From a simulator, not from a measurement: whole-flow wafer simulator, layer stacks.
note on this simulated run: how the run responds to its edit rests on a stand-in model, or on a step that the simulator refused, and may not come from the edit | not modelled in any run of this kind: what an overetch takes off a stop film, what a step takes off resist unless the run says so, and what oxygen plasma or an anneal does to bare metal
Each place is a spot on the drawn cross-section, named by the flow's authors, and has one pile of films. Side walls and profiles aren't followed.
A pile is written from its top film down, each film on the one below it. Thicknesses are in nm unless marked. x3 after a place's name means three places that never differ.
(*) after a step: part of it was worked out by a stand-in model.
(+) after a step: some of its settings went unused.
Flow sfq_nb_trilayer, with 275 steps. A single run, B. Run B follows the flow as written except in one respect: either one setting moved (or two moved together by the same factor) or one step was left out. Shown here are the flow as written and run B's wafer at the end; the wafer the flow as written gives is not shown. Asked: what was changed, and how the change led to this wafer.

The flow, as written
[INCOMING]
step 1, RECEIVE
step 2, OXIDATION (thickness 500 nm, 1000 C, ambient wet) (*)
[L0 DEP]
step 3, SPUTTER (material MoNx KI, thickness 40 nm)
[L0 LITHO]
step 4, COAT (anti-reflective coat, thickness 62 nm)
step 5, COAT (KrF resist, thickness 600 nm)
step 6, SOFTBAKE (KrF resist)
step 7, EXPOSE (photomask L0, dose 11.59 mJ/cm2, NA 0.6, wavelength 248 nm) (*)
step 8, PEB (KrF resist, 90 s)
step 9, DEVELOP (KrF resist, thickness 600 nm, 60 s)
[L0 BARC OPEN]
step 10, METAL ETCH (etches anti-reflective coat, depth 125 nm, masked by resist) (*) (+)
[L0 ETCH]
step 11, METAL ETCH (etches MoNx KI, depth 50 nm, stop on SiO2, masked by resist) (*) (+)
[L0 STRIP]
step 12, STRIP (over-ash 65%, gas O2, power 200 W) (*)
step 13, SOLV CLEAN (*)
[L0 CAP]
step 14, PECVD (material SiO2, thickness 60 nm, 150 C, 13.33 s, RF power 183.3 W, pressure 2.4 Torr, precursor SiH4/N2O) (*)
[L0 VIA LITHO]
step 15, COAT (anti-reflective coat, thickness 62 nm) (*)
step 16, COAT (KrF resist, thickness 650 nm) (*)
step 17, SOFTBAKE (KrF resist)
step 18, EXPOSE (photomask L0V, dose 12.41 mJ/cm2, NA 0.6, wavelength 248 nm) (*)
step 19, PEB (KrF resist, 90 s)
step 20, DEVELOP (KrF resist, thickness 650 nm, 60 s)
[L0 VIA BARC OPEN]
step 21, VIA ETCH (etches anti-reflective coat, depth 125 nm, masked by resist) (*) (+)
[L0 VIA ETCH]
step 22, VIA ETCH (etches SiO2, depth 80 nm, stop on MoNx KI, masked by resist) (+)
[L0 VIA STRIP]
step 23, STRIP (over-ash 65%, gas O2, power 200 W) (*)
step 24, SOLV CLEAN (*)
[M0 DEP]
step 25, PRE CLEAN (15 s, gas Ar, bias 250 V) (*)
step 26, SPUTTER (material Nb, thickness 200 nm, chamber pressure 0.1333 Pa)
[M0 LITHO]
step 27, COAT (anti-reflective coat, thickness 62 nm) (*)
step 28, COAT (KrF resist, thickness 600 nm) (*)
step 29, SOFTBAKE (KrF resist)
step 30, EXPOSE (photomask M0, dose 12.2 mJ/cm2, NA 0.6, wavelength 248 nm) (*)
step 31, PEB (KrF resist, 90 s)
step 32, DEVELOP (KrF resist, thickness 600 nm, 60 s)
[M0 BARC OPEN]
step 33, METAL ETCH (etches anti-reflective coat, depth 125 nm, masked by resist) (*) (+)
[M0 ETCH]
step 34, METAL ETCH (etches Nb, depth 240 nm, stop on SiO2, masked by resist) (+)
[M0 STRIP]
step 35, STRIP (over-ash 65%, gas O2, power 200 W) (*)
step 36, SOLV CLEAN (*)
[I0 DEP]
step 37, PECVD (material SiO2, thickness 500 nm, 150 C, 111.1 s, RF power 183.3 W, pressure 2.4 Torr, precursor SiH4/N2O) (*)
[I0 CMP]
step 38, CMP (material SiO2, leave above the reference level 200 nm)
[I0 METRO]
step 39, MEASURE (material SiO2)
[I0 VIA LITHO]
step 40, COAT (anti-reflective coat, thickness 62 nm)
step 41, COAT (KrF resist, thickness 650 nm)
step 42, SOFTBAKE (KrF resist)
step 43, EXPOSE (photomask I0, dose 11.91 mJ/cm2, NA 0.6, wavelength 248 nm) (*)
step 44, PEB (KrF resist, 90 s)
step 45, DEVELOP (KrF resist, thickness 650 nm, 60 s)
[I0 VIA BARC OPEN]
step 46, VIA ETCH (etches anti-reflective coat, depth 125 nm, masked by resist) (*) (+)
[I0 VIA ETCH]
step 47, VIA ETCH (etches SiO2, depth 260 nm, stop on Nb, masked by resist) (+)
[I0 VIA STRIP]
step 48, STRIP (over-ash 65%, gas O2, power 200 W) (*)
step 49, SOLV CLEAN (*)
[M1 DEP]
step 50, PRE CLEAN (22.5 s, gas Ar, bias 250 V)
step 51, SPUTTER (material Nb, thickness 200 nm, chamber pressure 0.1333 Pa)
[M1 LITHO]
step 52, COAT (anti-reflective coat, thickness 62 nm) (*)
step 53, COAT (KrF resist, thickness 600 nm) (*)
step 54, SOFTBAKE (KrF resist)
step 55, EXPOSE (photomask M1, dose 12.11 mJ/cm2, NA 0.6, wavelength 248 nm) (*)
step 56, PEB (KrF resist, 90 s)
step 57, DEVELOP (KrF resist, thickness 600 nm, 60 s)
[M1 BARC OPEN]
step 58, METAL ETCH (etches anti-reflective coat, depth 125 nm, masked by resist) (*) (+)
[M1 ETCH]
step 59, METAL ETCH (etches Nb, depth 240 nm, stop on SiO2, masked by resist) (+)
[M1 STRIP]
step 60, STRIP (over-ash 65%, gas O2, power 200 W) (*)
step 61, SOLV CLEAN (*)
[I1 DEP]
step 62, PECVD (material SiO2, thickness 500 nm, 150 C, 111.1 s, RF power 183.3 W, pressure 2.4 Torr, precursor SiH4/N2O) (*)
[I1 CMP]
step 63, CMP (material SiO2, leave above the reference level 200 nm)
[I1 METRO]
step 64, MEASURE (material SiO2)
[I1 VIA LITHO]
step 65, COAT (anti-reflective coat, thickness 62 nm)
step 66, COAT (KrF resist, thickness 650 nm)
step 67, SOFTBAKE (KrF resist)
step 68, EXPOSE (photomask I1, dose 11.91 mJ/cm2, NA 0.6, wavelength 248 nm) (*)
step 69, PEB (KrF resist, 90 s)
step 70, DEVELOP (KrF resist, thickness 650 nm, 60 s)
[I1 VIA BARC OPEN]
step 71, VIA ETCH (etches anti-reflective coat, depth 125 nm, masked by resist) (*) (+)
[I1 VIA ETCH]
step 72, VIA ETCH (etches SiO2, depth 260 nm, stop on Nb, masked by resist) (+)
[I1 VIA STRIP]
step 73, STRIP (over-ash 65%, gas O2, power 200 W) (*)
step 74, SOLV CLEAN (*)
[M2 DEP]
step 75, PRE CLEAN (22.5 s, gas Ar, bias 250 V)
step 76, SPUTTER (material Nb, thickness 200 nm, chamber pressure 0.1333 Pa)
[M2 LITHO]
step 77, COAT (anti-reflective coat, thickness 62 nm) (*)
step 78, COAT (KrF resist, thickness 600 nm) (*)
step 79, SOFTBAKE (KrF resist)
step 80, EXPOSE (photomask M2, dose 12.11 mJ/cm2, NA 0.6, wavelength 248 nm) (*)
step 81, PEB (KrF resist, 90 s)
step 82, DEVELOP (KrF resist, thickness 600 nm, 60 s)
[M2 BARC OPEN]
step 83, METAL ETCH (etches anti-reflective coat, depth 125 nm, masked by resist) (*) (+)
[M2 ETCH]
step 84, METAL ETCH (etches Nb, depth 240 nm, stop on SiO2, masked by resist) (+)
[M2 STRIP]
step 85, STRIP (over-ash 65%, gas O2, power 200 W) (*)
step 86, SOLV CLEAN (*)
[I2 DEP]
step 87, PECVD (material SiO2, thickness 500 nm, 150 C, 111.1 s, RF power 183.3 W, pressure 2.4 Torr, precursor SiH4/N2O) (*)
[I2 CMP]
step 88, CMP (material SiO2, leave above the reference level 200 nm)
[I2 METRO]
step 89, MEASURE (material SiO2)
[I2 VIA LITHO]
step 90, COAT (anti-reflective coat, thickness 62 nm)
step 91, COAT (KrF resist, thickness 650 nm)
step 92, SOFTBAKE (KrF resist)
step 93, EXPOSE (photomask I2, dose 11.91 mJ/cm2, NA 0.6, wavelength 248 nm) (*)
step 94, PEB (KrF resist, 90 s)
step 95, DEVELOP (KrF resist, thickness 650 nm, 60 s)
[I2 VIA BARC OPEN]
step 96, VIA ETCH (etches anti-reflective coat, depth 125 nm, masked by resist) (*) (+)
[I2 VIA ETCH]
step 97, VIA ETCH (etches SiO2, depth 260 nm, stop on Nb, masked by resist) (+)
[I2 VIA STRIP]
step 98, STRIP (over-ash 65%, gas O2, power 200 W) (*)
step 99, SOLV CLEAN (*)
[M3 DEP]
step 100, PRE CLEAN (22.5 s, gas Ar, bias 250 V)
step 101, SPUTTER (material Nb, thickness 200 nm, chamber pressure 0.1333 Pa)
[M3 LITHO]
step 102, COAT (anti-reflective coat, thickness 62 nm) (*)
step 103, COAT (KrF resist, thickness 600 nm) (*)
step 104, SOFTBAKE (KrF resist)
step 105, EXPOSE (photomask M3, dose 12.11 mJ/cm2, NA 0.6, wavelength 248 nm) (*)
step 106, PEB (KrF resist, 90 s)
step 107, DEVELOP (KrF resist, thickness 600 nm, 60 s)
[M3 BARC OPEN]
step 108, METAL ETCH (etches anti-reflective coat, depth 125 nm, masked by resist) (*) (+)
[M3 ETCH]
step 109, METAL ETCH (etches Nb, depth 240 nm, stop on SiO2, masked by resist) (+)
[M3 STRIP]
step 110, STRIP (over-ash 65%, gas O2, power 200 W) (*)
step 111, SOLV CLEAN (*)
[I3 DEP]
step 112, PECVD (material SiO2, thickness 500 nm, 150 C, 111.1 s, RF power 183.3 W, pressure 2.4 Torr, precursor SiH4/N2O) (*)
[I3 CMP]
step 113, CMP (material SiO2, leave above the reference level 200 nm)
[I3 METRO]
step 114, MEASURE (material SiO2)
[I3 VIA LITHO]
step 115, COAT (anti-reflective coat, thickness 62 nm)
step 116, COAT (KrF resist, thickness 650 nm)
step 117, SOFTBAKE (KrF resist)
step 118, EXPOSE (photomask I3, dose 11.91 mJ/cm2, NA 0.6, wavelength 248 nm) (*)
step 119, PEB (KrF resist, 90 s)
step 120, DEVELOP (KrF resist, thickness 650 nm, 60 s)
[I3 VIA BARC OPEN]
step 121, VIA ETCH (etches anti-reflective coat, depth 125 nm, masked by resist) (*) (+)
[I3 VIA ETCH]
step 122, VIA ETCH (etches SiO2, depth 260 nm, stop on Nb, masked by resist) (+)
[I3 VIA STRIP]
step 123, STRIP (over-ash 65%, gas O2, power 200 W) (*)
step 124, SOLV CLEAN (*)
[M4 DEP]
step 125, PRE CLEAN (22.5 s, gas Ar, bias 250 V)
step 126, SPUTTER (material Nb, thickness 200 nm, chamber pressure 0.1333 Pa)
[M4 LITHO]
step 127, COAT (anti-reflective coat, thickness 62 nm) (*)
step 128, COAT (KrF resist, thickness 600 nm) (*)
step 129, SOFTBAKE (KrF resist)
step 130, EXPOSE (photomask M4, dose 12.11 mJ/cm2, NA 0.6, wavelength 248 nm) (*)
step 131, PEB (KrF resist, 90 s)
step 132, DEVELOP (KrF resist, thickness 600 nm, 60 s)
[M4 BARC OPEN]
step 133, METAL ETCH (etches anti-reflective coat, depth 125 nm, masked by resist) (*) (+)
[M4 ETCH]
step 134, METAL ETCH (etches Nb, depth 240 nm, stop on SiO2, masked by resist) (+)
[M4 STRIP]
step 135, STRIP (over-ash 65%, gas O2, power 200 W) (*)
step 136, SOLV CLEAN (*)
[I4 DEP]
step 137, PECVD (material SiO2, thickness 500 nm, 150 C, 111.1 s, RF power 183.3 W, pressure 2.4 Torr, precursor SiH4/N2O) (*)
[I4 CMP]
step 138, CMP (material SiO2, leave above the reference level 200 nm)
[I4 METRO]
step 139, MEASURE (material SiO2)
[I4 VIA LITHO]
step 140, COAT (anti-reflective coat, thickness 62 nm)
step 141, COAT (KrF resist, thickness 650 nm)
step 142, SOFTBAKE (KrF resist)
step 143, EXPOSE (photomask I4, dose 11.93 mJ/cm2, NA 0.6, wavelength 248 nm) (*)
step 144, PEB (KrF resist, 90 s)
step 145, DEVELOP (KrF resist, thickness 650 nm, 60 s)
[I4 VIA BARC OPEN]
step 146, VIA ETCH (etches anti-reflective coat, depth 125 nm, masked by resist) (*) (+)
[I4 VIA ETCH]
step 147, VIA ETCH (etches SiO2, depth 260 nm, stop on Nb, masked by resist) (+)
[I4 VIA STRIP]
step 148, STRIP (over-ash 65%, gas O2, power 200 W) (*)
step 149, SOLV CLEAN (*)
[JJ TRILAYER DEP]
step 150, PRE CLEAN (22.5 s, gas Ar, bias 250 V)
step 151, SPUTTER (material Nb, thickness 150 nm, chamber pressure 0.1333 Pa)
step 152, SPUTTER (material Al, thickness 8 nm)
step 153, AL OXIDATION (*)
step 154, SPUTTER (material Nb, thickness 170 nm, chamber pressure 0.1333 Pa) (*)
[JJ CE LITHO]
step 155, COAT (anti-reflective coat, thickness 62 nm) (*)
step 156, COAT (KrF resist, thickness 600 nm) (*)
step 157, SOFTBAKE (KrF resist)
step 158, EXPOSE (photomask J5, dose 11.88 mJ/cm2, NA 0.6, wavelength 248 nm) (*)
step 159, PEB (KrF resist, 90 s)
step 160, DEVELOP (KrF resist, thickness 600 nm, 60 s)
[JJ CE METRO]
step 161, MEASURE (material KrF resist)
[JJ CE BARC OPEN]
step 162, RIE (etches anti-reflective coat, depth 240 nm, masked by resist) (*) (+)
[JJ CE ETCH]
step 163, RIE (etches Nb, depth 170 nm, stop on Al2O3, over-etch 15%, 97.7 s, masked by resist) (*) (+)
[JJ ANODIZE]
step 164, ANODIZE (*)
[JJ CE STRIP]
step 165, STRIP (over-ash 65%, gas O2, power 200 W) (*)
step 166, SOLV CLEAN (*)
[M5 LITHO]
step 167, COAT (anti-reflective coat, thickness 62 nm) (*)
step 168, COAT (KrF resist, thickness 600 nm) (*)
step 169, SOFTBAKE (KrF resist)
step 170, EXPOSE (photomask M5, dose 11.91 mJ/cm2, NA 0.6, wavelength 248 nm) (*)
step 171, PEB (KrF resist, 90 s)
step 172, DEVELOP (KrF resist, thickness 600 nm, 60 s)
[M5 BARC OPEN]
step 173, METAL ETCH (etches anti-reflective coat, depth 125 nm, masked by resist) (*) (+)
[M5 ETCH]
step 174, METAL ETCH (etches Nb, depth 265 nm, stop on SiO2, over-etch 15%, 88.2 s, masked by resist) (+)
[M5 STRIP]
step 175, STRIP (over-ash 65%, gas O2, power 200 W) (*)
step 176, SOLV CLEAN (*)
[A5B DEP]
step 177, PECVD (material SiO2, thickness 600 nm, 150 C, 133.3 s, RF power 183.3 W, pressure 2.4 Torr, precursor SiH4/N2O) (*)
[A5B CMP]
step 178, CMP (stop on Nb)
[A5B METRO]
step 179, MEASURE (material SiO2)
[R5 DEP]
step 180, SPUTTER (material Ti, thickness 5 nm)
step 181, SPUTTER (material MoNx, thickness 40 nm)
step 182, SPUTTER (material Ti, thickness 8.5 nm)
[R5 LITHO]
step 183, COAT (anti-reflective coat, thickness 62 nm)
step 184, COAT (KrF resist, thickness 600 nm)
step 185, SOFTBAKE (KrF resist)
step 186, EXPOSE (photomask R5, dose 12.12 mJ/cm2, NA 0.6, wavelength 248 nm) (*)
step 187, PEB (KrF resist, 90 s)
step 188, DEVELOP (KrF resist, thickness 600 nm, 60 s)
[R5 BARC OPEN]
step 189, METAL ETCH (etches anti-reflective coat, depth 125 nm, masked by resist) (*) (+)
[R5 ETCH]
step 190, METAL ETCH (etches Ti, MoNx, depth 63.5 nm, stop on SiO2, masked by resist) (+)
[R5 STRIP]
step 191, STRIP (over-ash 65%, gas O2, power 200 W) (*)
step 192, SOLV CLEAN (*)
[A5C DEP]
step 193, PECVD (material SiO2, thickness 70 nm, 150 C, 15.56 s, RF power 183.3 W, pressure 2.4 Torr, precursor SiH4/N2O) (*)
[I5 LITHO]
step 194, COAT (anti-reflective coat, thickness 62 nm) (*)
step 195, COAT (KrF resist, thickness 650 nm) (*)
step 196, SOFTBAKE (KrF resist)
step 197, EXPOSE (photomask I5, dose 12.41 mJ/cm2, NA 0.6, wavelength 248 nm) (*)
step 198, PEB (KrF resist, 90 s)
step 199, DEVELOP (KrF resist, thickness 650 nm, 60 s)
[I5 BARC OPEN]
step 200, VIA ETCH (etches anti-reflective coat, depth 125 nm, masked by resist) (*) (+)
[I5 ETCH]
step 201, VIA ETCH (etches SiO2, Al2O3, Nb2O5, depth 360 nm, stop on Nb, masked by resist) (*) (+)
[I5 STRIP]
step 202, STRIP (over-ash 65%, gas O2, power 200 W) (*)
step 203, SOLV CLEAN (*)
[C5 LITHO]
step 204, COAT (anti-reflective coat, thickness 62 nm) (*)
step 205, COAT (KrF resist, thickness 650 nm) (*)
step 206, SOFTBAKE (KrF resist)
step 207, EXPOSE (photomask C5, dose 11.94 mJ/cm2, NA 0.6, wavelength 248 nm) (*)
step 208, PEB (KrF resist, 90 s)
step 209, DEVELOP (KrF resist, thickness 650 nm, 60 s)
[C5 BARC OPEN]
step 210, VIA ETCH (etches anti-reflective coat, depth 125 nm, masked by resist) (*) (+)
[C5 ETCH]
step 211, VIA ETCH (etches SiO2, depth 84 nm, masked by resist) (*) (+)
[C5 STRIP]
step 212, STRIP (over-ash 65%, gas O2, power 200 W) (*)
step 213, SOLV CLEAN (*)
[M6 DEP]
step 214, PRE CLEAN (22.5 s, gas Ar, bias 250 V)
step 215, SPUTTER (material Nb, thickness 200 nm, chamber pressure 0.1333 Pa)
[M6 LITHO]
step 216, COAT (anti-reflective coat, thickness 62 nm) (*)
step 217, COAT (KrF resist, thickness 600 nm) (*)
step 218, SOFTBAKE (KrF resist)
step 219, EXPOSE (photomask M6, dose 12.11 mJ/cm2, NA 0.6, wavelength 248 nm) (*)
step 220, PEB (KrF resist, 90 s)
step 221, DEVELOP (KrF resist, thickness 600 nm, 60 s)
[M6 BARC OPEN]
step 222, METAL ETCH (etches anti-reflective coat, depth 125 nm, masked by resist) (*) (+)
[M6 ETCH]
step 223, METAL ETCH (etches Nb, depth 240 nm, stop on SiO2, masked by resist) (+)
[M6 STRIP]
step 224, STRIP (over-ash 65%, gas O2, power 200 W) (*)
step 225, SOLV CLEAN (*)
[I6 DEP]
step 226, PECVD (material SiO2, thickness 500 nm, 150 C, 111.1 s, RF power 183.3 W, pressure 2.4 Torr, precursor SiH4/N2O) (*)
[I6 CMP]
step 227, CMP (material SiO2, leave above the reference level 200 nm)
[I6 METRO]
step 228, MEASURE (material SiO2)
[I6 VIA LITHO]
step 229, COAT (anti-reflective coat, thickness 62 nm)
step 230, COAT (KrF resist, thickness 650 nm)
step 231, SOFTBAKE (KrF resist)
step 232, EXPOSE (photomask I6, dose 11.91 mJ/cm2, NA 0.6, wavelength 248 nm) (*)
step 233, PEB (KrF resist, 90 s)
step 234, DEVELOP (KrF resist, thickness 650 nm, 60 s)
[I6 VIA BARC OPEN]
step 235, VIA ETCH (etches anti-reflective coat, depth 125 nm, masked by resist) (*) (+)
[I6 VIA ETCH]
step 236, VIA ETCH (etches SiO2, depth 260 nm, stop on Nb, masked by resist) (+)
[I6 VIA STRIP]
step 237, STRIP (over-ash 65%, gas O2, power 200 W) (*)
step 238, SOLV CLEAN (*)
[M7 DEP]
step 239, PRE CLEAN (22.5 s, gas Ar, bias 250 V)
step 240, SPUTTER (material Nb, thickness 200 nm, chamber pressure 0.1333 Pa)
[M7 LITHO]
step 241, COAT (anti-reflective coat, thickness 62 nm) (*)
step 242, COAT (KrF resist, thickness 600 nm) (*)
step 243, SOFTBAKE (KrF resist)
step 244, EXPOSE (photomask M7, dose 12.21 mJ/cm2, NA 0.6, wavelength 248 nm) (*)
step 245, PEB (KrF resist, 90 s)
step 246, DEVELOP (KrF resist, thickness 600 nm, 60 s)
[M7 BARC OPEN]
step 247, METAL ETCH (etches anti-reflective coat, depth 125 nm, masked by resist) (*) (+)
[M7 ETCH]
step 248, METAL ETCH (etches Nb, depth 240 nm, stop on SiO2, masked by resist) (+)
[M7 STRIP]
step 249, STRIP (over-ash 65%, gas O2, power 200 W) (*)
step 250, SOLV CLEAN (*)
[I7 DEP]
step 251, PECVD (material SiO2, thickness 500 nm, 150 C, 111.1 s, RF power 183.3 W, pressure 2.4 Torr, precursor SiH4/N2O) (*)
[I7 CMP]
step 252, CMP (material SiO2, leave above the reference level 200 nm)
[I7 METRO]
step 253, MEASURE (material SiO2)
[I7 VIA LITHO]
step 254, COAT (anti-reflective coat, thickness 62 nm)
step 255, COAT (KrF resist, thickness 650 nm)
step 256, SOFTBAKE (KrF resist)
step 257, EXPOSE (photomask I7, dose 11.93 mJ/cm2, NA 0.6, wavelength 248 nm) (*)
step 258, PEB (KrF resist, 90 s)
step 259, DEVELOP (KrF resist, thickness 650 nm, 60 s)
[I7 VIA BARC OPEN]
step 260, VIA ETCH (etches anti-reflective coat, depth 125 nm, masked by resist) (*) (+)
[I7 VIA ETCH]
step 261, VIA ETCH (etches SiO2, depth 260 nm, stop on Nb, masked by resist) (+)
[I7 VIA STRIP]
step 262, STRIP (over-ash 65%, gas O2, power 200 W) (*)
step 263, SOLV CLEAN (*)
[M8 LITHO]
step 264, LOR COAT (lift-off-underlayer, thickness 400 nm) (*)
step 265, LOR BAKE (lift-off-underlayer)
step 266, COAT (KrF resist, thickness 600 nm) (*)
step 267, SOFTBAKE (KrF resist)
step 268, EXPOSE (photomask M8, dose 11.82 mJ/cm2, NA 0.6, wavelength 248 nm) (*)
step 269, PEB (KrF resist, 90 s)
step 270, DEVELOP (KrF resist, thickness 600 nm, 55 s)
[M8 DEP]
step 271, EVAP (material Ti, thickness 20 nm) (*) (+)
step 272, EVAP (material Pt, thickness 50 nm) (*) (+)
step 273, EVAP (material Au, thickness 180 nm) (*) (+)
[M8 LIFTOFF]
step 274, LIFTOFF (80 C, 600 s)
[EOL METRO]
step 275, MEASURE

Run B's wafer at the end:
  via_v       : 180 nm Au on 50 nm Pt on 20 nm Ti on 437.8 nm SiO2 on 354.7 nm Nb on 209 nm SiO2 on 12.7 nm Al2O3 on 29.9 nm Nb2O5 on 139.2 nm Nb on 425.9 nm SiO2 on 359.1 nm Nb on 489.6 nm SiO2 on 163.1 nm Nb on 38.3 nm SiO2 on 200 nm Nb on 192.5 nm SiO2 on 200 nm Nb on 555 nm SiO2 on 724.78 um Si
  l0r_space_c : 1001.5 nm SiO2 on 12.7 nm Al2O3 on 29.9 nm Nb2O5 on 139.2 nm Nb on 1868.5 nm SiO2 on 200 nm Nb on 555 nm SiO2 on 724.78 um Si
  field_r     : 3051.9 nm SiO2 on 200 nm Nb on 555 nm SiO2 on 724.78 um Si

The reason: step 63, CMP: leave above the reference level 306 nm was run, though the flow has leave above the reference level 200 nm.

Step by step, how the change led to this:
  step 63, CMP (material SiO2, leave above the reference level 200 nm)
      field_l, be, be_sur and 72 more: nothing (in the flow as written it would be: -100 SiO2)
      lsp_m, ln_m6, lsp_r, l0_sur, l0v: nothing (in the flow as written it would be: -94.9 SiO2)
      (and at 26 other places as well)
  step 65, COAT (anti-reflective coat, thickness 62 nm)
      m5r_linepad_l, m5r_linepad_r, r5r_spacepad_l, r5r_spacepad_r: +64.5 anti-reflective coat (new film) (in the flow as written it would be: +62 anti-reflective coat (new film))
      lsp_m, m8r_pad_l, m8r_pad_r: +63.7 anti-reflective coat (new film) (in the flow as written it would be: +62 anti-reflective coat (new film))
      (and at 3 other places as well)
  step 72, VIA ETCH (etches SiO2, depth 260 nm, stop on Nb, masked by resist) (+)
      via_v: -260 SiO2 (in the flow as written it would be: -199.8 SiO2 (all of it))
  step 73, STRIP (over-ash 65%, gas O2, power 200 W) (*)
      m5r_linepad_l, m5r_linepad_r: -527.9 KrF resist (all of it), -64.5 anti-reflective coat (all of it) (in the flow as written it would be: -528.6 KrF resist (all of it), -62 anti-reflective coat (all of it))
      r5r_spacepad_l, r5r_spacepad_r: -528.2 KrF resist (all of it), -64.5 anti-reflective coat (all of it) (in the flow as written it would be: -528.6 KrF resist (all of it), -62 anti-reflective coat (all of it))
      (and at 6 other places as well)
  step 75, PRE CLEAN (22.5 s, gas Ar, bias 250 V)
      via_v: -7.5 SiO2 (in the flow as written it would be: -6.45 Nb)
  step 76, SPUTTER (material Nb, thickness 200 nm, chamber pressure 0.1333 Pa)
      via_v: +163.1 Nb (new film) (in the flow as written it would be: +174.5 Nb)
  step 77, COAT (anti-reflective coat, thickness 62 nm) (*)
      m5r_linepad_l, m5r_linepad_r: +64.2 anti-reflective coat (new film) (in the flow as written it would be: +62 anti-reflective coat (new film))
      r5r_spacepad_l, r5r_spacepad_r: +64.3 anti-reflective coat (new film) (in the flow as written it would be: +62 anti-reflective coat (new film))
      (and at 8 other places as well)
  step 78, COAT (KrF resist, thickness 600 nm) (*)
      via_v: +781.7 KrF resist (new film) (in the flow as written it would be: +733.7 KrF resist (new film))
  step 83, METAL ETCH (etches anti-reflective coat, depth 125 nm, masked by resist) (*) (+)
      m5r_linepad_l, m5r_linepad_r: -64.2 anti-reflective coat (all of it) (in the flow as written it would be: -62 anti-reflective coat (all of it))
      r5r_spacepad_l, r5r_spacepad_r: -64.3 anti-reflective coat (all of it) (in the flow as written it would be: -62 anti-reflective coat (all of it))
      (and at 4 other places as well)
  step 85, STRIP (over-ash 65%, gas O2, power 200 W) (*)
      v_sur: -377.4 KrF resist (all of it), -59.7 anti-reflective coat (all of it) (in the flow as written it would be: -380 KrF resist (all of it), -61.4 anti-reflective coat (all of it))
      via_sp: -368.4 KrF resist (all of it), -51.5 anti-reflective coat (all of it) (in the flow as written it would be: -374.4 KrF resist (all of it), -53.2 anti-reflective coat (all of it))
      (and at 2 other places as well)
  step 87, PECVD (material SiO2, thickness 500 nm, 150 C, 111.1 s, RF power 183.3 W, pressure 2.4 Torr, precursor SiH4/N2O) (*)
      via_v: +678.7 SiO2 (new film) (in the flow as written it would be: +606 SiO2 (new film))
  step 88, CMP (material SiO2, leave above the reference level 200 nm)
      field_l, be, be_sur and 72 more: -94 SiO2 (in the flow as written it would be: -100 SiO2)
      lsp_m, ln_m6, lsp_r, l0_sur, l0v: -88.9 SiO2 (in the flow as written it would be: -100 SiO2)
With metal films that touch counted as one body, via_v has 7 bodies (between them, from the top down: SiO2 437.8; SiO2 209 / Al2O3 12.7 / Nb2O5 29.9; SiO2 425.9; SiO2 489.6; SiO2 38.3; SiO2 192.5); the flow as written gives 6 bodies (between them, from the top down: SiO2 437.8; SiO2 209 / Al2O3 12.7 / Nb2O5 29.9; SiO2 425.9; SiO2 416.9; SiO2 192.5).
